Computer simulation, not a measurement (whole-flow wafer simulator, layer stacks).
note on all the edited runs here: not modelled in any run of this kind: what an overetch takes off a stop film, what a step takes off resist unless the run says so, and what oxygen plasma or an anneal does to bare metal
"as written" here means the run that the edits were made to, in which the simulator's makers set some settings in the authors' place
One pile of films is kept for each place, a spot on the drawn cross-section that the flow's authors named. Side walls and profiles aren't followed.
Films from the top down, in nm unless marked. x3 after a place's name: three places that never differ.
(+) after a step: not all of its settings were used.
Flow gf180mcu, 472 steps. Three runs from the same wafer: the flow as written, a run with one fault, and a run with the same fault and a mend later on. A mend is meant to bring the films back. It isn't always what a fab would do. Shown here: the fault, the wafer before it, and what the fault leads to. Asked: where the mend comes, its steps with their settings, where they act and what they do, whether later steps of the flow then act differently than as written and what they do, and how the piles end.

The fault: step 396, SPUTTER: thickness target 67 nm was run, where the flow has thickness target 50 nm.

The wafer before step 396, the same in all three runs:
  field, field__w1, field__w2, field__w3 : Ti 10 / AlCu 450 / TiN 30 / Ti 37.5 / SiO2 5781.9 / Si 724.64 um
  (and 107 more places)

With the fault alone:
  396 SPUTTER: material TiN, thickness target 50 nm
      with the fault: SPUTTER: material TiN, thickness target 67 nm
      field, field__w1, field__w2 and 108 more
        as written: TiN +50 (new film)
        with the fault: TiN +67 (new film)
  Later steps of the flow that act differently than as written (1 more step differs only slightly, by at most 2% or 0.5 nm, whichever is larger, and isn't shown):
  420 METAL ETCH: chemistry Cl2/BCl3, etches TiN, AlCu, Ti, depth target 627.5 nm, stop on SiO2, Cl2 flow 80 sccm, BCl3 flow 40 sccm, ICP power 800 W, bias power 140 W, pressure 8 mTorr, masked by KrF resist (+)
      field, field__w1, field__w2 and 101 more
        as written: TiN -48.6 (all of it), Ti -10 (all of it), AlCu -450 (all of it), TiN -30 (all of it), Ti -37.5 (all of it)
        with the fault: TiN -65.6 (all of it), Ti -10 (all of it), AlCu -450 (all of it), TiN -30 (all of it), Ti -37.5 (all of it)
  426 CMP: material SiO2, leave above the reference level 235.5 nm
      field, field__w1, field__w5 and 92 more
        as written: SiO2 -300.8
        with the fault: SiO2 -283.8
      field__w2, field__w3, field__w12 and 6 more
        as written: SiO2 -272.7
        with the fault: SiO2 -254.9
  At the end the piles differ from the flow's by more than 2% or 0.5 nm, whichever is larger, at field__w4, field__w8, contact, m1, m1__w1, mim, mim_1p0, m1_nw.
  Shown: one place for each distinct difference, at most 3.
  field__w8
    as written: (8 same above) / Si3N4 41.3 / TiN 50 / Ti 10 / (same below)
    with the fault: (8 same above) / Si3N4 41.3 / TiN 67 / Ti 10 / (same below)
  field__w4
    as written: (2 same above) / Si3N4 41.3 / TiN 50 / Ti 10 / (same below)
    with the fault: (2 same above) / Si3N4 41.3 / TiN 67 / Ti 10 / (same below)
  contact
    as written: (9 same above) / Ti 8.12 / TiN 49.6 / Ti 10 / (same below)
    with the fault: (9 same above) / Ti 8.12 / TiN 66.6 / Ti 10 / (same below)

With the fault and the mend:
  The mend comes after step 396.
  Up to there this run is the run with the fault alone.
  396a METAL ETCH: chemistry Cl2/BCl3, etches TiN, AlCu, Ti, depth target 17 nm, Cl2 flow 80 sccm, BCl3 flow 40 sccm, ICP power 800 W, bias power 140 W, pressure 8 mTorr (the flow's step 260 once more, with other settings)
      field, field__w1, field__w2 and 108 more
        TiN -17
  No later step of the flow acts differently than as written at any place that is followed.
  At the end the piles are the same as the flow's at every place that both follow.
